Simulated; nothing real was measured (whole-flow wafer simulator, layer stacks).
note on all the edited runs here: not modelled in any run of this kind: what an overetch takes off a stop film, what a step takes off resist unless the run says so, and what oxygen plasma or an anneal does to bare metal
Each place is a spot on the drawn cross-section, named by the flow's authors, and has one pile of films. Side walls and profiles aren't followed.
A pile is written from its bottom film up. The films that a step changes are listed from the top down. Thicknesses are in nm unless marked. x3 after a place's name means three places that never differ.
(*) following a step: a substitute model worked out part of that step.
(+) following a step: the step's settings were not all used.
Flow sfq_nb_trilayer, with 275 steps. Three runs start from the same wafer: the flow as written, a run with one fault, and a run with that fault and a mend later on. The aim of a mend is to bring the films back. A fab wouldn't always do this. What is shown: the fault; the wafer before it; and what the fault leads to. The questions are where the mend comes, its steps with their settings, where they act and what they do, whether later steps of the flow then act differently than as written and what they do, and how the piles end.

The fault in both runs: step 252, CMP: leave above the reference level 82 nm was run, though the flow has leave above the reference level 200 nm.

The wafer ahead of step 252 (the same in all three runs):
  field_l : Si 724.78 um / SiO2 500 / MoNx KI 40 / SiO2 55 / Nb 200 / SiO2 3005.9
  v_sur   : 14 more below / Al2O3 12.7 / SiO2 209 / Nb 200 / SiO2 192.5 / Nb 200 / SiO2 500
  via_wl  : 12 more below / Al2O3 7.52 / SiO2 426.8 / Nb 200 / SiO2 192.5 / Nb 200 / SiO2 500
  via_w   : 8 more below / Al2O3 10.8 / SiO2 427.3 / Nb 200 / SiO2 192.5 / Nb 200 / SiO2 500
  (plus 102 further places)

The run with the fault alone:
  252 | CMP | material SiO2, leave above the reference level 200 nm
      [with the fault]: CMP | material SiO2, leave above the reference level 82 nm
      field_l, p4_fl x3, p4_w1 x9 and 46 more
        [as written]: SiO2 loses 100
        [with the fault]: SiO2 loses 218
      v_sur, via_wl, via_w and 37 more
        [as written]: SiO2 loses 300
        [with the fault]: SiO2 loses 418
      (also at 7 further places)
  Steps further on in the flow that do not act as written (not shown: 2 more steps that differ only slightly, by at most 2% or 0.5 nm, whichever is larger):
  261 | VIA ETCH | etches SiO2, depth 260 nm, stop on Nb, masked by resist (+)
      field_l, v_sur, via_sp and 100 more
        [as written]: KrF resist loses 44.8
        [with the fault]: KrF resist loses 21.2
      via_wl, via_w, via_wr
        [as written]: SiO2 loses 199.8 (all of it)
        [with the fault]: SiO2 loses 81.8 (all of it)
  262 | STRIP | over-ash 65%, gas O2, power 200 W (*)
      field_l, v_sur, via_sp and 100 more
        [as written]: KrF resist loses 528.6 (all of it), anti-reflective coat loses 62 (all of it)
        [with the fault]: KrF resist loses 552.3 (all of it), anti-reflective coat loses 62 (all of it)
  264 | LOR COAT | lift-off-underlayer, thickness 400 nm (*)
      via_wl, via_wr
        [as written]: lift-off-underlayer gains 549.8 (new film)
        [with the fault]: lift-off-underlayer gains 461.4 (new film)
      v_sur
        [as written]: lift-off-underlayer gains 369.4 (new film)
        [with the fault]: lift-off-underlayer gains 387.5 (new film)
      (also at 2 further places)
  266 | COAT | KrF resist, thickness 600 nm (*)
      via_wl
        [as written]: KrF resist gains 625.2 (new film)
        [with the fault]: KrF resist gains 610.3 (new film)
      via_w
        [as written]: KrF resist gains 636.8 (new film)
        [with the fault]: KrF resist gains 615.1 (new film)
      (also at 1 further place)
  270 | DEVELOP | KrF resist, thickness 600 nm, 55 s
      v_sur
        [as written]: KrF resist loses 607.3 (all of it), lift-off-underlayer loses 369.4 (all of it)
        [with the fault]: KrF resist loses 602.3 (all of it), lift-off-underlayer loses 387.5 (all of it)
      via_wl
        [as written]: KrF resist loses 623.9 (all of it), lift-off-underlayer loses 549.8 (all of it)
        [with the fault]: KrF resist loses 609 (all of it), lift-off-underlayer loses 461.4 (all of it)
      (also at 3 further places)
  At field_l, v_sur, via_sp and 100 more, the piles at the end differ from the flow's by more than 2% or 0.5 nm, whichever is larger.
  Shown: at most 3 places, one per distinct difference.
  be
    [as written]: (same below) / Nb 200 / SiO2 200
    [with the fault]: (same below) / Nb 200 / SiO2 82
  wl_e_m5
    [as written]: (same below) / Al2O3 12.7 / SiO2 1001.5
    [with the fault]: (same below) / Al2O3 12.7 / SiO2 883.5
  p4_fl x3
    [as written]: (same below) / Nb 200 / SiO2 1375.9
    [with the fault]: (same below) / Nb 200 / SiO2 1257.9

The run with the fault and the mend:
  After step 253 comes the mend.
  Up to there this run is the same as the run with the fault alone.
  253a | PECVD | material SiO2, thickness 118 nm, 150 C, 26.22 s, RF power 183.3 W, pressure 2.4 Torr, precursor SiH4/N2O (the flow's step 251 again, with other settings)
      field_l, v_sur, via_wl and 103 more
        SiO2 gains 118
  Later steps of the flow that are run all act as written at every place that is followed.
  At every place that both follow, the piles at the end match the flow's.
